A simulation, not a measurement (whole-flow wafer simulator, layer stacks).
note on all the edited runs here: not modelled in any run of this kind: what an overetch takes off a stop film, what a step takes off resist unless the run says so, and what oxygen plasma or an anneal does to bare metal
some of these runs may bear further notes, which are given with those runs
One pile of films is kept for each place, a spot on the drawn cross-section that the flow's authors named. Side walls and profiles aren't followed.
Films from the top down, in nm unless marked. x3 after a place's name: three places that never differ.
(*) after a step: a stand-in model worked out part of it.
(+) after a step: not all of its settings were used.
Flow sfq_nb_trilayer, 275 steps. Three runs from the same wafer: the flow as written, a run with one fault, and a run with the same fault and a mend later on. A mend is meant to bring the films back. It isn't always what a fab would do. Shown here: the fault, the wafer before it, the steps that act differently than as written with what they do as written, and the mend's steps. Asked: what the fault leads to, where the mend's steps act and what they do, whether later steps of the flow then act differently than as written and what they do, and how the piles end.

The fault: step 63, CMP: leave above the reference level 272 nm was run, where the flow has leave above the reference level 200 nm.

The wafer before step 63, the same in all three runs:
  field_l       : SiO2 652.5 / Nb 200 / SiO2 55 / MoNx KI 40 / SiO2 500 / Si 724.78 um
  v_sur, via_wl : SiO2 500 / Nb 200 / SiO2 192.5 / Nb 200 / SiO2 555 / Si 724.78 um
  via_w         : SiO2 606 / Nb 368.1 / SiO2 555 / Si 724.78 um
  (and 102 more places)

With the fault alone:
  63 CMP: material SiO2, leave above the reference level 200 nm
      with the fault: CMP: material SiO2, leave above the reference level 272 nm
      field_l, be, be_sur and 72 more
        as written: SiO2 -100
        with the fault: SiO2 -28
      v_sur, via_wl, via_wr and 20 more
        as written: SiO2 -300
        with the fault: SiO2 -228
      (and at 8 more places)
  Later steps of the flow that act differently than as written (4 more steps differ only slightly, by at most 2% or 0.5 nm, whichever is larger, and aren't shown):
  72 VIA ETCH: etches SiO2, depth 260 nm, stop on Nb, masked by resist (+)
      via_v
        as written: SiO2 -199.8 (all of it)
        with the fault: SiO2 -260
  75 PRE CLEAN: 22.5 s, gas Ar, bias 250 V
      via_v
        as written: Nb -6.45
        with the fault: SiO2 -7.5
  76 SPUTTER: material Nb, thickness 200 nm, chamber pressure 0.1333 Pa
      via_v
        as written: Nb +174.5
        with the fault: Nb +163.1 (new film)
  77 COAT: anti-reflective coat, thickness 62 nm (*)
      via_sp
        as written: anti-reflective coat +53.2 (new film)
        with the fault: anti-reflective coat +51.9 (new film)
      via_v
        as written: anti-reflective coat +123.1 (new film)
        with the fault: anti-reflective coat +136.1 (new film)
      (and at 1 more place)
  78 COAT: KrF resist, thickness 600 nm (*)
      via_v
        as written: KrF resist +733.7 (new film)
        with the fault: KrF resist +783.4 (new film)
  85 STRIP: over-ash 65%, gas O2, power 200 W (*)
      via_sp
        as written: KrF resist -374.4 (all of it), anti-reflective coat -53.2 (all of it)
        with the fault: KrF resist -370.4 (all of it), anti-reflective coat -51.9 (all of it)
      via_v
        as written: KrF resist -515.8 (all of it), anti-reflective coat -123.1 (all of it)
        with the fault: KrF resist -565.3 (all of it), anti-reflective coat -136.1 (all of it)
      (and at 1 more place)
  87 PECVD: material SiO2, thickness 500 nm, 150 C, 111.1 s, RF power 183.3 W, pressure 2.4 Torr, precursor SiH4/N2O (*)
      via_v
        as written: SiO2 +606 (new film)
        with the fault: SiO2 +678.7 (new film)
  At the end the piles differ from the flow's by more than 2% or 0.5 nm, whichever is larger, at field_l, v_sur, via_wl and 103 more.
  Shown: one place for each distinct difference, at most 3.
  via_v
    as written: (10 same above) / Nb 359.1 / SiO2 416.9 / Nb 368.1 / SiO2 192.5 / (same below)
    with the fault: (10 same above) / Nb 359.1 / SiO2 489.6 / Nb 163.1 / SiO2 4.34 / Nb 200 / SiO2 192.5 / (same below)
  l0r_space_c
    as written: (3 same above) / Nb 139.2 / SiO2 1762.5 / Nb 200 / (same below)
    with the fault: (3 same above) / Nb 139.2 / SiO2 1834.5 / Nb 200 / (same below)
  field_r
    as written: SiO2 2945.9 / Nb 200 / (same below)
    with the fault: SiO2 3017.9 / Nb 200 / (same below)

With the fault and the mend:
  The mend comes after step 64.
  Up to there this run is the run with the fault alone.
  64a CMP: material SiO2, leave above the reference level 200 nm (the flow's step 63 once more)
      field_l, v_sur, via_wl and 103 more
        SiO2 -72
  No later step of the flow acts differently than as written at any place that is followed.
  At the end the piles are the same as the flow's at every place that both follow.
